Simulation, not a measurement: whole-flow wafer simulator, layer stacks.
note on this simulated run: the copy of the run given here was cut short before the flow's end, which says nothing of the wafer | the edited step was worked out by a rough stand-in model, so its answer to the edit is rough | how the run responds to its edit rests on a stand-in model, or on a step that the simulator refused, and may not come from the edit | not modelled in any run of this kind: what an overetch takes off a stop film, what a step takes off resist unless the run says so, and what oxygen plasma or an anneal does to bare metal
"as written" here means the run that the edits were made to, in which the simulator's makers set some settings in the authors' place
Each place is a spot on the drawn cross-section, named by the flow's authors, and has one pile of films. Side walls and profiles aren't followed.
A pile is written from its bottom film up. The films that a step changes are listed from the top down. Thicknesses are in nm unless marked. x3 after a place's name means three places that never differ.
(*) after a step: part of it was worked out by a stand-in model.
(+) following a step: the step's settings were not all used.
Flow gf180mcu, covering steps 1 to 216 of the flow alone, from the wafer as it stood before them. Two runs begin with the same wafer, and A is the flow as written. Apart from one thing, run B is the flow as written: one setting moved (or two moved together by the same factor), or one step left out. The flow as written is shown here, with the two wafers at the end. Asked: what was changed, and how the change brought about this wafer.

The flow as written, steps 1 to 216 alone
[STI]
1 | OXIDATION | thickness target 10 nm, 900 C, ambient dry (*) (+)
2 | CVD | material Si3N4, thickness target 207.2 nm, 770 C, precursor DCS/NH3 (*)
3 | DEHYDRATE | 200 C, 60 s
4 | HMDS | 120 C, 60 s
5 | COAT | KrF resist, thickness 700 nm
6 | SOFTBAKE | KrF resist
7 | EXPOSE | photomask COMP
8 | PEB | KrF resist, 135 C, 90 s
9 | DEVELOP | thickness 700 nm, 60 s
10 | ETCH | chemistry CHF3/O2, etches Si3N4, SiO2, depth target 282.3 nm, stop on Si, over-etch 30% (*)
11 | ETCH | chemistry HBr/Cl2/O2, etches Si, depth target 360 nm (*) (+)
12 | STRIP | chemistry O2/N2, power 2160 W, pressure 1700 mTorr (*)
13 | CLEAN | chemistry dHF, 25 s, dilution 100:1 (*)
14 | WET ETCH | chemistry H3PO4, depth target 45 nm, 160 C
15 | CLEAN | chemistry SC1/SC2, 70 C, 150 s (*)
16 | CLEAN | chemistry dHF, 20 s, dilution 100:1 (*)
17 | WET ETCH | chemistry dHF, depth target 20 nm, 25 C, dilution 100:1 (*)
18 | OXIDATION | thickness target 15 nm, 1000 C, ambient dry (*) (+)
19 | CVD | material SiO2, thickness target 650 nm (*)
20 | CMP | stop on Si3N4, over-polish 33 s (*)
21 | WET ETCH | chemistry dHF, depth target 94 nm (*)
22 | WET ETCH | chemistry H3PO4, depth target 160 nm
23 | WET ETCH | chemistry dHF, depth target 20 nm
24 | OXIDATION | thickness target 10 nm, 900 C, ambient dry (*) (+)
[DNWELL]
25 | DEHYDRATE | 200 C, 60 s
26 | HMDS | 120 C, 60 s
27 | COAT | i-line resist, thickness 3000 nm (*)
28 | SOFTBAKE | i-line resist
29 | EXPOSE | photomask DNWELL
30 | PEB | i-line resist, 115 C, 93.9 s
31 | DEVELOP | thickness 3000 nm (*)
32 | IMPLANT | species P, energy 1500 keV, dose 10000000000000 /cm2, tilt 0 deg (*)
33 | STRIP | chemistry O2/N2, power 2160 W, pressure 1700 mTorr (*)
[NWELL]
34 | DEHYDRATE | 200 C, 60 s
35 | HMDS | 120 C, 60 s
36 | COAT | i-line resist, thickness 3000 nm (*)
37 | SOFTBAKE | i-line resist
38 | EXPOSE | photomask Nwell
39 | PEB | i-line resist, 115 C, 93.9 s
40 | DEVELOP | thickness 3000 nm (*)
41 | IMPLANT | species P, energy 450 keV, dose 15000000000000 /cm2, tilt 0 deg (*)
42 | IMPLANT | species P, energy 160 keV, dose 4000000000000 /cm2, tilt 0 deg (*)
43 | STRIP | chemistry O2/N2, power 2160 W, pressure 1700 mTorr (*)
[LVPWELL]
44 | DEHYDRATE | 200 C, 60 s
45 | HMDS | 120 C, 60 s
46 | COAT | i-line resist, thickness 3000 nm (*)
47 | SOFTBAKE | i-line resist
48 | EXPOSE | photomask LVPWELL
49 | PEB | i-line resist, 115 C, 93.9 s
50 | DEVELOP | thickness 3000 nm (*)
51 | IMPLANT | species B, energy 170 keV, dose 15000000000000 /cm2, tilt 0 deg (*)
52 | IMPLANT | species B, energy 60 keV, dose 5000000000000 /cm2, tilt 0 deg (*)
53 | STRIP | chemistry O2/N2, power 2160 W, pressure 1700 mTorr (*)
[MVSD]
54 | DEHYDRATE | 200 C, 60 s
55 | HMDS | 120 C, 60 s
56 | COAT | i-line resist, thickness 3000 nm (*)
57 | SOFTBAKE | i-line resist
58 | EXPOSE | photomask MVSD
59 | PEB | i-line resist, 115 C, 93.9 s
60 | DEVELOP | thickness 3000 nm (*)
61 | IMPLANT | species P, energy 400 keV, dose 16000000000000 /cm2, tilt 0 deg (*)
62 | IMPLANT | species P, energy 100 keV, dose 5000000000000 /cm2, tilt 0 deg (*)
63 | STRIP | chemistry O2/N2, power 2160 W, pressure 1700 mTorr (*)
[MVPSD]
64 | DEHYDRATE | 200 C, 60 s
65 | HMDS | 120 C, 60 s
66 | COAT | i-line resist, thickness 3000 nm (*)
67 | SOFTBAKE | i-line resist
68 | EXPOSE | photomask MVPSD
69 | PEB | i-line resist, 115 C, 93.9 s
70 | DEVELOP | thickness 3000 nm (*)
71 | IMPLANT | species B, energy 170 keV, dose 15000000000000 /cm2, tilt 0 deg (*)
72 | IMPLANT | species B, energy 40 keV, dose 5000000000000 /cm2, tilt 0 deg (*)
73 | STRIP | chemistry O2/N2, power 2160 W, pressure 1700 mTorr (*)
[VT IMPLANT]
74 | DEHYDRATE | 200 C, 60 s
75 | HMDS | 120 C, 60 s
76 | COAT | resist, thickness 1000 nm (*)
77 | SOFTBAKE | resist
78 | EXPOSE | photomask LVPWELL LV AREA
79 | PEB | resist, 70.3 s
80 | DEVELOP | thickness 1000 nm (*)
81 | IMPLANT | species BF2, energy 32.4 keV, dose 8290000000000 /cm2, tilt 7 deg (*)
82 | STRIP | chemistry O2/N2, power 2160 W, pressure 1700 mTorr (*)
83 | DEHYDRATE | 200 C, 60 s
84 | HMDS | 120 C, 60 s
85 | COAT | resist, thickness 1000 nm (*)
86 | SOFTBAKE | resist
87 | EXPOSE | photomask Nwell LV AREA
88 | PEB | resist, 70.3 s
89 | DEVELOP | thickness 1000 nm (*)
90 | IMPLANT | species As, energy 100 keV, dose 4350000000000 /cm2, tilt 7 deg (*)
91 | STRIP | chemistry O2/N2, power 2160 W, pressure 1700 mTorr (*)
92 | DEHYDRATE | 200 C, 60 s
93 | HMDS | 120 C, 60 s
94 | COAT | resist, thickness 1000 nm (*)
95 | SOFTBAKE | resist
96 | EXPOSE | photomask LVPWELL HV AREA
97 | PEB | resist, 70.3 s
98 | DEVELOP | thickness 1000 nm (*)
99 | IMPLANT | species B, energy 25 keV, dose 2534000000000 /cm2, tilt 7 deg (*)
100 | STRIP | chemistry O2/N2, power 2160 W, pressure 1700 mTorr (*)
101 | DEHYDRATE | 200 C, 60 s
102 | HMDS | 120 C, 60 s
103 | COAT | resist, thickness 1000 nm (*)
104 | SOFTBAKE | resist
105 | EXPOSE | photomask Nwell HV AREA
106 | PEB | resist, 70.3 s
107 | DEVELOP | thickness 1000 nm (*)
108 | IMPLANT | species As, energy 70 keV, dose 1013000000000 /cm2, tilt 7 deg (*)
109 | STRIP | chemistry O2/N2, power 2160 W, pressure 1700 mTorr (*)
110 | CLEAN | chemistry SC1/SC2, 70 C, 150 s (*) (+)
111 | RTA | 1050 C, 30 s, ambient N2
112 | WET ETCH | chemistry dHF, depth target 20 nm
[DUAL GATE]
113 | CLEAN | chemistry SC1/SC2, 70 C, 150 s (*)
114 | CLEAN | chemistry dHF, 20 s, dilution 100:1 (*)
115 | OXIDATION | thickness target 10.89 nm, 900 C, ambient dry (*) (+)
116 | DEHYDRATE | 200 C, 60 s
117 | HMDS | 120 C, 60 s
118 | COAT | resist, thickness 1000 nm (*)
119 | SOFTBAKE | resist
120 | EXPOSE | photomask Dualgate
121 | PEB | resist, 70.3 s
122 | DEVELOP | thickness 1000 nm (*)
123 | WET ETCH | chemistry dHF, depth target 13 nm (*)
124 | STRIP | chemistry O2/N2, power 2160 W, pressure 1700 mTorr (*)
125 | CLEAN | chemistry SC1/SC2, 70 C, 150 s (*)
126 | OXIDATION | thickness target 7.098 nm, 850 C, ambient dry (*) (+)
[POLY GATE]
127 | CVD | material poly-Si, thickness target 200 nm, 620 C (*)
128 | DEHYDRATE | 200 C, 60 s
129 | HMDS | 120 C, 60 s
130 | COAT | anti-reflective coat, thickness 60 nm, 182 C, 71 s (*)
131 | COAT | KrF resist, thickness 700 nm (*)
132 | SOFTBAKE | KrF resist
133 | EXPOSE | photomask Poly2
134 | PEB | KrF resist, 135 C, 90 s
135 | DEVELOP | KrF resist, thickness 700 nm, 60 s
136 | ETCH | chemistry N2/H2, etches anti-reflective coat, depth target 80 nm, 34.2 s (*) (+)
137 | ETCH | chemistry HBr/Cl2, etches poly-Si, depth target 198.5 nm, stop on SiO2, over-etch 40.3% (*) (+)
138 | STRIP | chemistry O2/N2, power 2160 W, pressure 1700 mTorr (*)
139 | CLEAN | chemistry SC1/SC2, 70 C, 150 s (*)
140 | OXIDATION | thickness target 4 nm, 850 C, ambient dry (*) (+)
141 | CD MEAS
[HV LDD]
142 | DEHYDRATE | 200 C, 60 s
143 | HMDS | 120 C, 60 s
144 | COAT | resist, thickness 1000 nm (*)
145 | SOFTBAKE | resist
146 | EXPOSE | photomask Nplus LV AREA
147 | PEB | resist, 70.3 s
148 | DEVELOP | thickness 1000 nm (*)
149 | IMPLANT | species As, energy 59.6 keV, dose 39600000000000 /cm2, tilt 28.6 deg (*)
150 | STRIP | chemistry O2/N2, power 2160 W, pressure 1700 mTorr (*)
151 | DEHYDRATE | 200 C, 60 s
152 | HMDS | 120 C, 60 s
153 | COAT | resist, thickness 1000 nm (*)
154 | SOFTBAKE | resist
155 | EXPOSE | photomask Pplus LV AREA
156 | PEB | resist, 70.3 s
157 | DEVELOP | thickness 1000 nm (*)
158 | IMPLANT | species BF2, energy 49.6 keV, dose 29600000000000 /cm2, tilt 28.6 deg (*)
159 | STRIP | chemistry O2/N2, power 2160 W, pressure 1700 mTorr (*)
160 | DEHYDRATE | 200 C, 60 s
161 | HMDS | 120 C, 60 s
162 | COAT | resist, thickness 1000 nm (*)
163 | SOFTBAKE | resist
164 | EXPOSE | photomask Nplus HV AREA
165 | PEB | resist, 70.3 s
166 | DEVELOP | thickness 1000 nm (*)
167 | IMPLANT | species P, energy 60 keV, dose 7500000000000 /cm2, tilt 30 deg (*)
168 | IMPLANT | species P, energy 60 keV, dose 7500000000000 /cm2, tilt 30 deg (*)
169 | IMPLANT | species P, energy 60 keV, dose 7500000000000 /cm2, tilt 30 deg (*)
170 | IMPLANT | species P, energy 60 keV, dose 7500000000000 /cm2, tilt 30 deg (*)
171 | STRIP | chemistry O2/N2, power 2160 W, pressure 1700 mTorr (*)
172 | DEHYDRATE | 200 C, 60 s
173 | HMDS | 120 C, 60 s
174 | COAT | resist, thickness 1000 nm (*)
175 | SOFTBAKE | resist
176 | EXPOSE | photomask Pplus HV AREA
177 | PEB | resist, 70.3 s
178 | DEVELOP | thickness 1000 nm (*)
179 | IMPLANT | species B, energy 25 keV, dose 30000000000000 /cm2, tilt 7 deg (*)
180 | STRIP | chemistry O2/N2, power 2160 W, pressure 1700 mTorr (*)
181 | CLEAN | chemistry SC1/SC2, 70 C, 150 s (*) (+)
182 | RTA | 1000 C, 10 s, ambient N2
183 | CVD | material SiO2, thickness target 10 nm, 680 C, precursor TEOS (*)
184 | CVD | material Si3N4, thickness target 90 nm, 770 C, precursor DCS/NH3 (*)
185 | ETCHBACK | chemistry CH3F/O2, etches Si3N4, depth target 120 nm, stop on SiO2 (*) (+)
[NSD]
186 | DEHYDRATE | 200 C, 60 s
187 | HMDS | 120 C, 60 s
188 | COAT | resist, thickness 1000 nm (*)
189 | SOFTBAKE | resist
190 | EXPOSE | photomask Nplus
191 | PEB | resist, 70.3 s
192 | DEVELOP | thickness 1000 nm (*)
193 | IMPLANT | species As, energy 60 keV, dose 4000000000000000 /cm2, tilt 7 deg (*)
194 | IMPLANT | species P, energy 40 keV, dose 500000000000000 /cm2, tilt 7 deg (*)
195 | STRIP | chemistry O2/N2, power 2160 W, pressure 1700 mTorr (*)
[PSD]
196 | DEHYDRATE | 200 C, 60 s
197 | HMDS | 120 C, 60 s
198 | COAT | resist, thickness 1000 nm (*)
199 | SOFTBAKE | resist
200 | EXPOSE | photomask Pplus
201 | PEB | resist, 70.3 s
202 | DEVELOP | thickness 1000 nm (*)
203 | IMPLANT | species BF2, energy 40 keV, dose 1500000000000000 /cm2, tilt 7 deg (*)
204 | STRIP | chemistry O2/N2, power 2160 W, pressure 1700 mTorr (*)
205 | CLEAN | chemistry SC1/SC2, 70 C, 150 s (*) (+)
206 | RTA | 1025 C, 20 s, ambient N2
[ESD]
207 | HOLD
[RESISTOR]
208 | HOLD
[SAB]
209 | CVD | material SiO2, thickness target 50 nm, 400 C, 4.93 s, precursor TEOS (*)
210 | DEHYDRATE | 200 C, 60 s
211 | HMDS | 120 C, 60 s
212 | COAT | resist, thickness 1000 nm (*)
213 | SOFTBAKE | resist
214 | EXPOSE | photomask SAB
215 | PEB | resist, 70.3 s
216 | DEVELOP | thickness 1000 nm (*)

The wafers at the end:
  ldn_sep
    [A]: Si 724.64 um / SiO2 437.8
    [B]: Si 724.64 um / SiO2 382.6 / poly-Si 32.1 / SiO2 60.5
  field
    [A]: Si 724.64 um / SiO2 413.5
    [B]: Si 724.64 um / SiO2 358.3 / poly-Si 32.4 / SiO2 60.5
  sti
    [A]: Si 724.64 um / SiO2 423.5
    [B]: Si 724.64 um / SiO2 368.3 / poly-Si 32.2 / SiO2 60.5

What caused this: step 127, CVD: thickness target 314 nm was run, though the flow has thickness target 200 nm.

Step by step, how the change led to this:
  127 | CVD | material poly-Si, thickness target 200 nm, 620 C (*)
      field, field__w1, field__w2 and 87 more: A +200 poly-Si (new film) | B +314 poly-Si (new film)
      ldn_drn, ldp_drn: A +200 poly-Si (new film) | B +314.6 poly-Si (new film)
  137 | ETCH | chemistry HBr/Cl2, etches poly-Si, depth target 198.5 nm, stop on SiO2, over-etch 40.3% (*) (+)
      field__w3, field__w12, field_sub and 14 more: A -199 poly-Si (all of it), -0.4 SiO2 | B -278.5 poly-Si
      field__w6, sti, m1 and 11 more: A -198.8 poly-Si (all of it), -0.4 SiO2 | B -278.5 poly-Si
      (as well as at 33 more places)
  138 | STRIP | chemistry O2/N2, power 2160 W, pressure 1700 mTorr (*)
      field, field__w1, field__w2 and 61 more: A nothing | B +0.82 chemical SiO2 (new film), -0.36 poly-Si
  139 | CLEAN | chemistry SC1/SC2, 70 C, 150 s (*)
      field, field__w1, field__w2 and 34 more: A -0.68 SiO2 | B -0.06 chemical SiO2, -0.27 poly-Si
  140 | OXIDATION | thickness target 4 nm, 850 C, ambient dry (*) (+)
      field, field__w1, field__w2 and 21 more: A +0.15 SiO2, -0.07 Si | B +4 SiO2 (new film), -0.76 chemical SiO2 (all of it), -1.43 poly-Si
      active_hv, active_nat, ld_sd_n and 11 more: A +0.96 SiO2, -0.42 Si | B +4 SiO2 (new film), -0.76 chemical SiO2 (all of it), -1.43 poly-Si
      (as well as at 26 more places)
  144 | COAT | resist, thickness 1000 nm (*)
      polyc_n, polyc_p: A +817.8 resist (new film) | B +753.9 resist (new film)
      field_sub__w4: A +1047.7 resist (new film) | B +1070.5 resist (new film)
      (as well as at 30 more places)
  145 | SOFTBAKE | resist
      active_hv: A +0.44 resist | B -1.47 resist
      nw_enc_fld_lv__w3: A +2.63 resist | B -1.65 resist
      (as well as at 73 more places)
  147 | PEB | resist, 70.3 s
      polyc_n, polyc_n_rim, polyc_p, polyc_p_rim: A -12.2 resist | B -11 resist
      ldn_ch, ldn_acc, ldp_ch, ldp_acc: A -13 resist | B -11.9 resist
      (as well as at 27 more places)
  148 | DEVELOP | thickness 1000 nm (*)
      gate: A -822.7 resist (all of it) | B -758.4 resist (all of it)
      npoly_u: A -821.5 resist (all of it) | B -759.2 resist (all of it)
      (as well as at 3 more places)
  150 | STRIP | chemistry O2/N2, power 2160 W, pressure 1700 mTorr (*)
      field_sub__w4: A -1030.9 resist (all of it) | B -1053.3 resist (all of it)
      gate_hv: A -824.2 resist (all of it) | B -763.6 resist (all of it)
      (as well as at 25 more places)
  153 | COAT | resist, thickness 1000 nm (*)
      polyc_n, polyc_p: A +817.8 resist (new film) | B +753.9 resist (new film)
      field_sub__w4: A +1047.7 resist (new film) | B +1070.5 resist (new film)
      (as well as at 30 more places)
  154 | SOFTBAKE | resist
      active_hv: A +0.44 resist | B -1.47 resist
      nw_enc_fld_lv__w3: A +2.63 resist | B -1.65 resist
      (as well as at 73 more places)
  156 | PEB | resist, 70.3 s
      polyc_n, polyc_n_rim, polyc_p, polyc_p_rim: A -12.2 resist | B -11 resist
      ldn_ch, ldn_acc, ldp_ch, ldp_acc: A -13 resist | B -11.9 resist
      (as well as at 27 more places)
  157 | DEVELOP | thickness 1000 nm (*)
      gate_p: A -828.7 resist (all of it) | B -765.8 resist (all of it)
      ppoly_u: A -827 resist (all of it) | B -767 resist (all of it)
      (as well as at 3 more places)
  159 | STRIP | chemistry O2/N2, power 2160 W, pressure 1700 mTorr (*)
      field_sub__w4: A -1030.9 resist (all of it) | B -1053.3 resist (all of it)
      gate: A -822.7 resist (all of it) | B -758.4 resist (all of it)
      (as well as at 25 more places)
  162 | COAT | resist, thickness 1000 nm (*)
      polyc_n, polyc_p: A +817.8 resist (new film) | B +753.9 resist (new film)
      field_sub__w4: A +1047.7 resist (new film) | B +1070.5 resist (new film)
      (as well as at 30 more places)
  ... another 23 steps ...
  216 | DEVELOP | thickness 1000 nm (*)
      field__w3, field__w12: A -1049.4 resist (all of it) | B -1072.8 resist (all of it)
      field__w2: A -1035.2 resist (all of it) | B -1059 resist (all of it)
      (as well as at 43 more places)
